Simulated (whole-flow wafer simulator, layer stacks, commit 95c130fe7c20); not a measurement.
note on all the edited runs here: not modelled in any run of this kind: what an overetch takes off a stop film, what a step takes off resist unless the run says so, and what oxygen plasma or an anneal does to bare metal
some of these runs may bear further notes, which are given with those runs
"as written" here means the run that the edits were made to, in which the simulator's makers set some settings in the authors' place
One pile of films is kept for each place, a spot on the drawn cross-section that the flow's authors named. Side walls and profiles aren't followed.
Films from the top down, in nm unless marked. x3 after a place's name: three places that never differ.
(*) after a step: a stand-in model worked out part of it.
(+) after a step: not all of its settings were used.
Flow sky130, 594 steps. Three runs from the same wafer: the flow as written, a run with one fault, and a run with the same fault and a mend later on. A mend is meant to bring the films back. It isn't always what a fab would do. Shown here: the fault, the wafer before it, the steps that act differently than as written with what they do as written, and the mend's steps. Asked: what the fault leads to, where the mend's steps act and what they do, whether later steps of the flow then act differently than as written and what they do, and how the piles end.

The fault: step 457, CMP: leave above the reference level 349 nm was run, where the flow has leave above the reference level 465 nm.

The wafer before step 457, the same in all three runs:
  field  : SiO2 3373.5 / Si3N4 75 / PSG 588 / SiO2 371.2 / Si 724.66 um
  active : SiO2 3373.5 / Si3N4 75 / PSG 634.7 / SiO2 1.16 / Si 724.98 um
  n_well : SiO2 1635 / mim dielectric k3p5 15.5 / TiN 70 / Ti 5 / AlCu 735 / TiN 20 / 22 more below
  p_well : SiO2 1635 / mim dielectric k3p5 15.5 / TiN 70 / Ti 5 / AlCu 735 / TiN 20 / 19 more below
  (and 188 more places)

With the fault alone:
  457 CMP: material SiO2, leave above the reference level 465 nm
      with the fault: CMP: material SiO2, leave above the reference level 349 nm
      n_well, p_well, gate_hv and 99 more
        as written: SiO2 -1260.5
        with the fault: SiO2 -1376.5
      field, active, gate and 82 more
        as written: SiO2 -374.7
        with the fault: SiO2 -490.7
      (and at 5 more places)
  Later steps of the flow that act differently than as written (2 more steps differ only slightly, by at most 2% or 0.5 nm, whichever is larger, and aren't shown):
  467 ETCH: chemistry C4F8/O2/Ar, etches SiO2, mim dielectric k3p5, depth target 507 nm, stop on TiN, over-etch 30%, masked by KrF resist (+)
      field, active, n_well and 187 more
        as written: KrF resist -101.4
        with the fault: KrF resist -71.2
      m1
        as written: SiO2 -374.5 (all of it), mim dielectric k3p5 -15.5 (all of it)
        with the fault: SiO2 -258.5 (all of it), mim dielectric k3p5 -15.5 (all of it)
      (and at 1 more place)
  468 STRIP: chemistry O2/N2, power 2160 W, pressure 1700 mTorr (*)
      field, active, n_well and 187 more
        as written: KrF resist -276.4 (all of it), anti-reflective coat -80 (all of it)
        with the fault: KrF resist -306.6 (all of it), anti-reflective coat -80 (all of it)
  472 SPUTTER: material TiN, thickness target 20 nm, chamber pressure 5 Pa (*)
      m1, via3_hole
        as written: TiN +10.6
        with the fault: TiN +12.3
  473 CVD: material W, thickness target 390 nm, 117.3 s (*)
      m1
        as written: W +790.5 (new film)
        with the fault: W +672.8 (new film)
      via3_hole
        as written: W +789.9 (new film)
        with the fault: W +672.2 (new film)
  At the end the piles differ from the flow's by more than 2% or 0.5 nm, whichever is larger, at field, active, n_well and 190 more.
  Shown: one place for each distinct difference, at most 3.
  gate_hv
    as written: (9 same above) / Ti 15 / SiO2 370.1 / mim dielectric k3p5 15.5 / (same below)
    with the fault: (9 same above) / Ti 15 / SiO2 254.1 / mim dielectric k3p5 15.5 / (same below)
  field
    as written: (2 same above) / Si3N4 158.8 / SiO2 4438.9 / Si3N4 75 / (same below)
    with the fault: (2 same above) / Si3N4 158.8 / SiO2 4322.9 / Si3N4 75 / (same below)
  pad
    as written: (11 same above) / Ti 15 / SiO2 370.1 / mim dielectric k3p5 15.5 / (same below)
    with the fault: (11 same above) / Ti 15 / SiO2 254.1 / mim dielectric k3p5 15.5 / (same below)

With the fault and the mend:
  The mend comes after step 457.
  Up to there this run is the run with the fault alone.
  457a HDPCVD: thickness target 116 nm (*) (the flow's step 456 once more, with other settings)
      field, active, n_well and 189 more
        SiO2 +116
  No later step of the flow acts differently than as written, at any place that is followed, by more than 2% or 0.5 nm, whichever is larger.
  At the end the piles are the same as the flow's at every place that both follow.
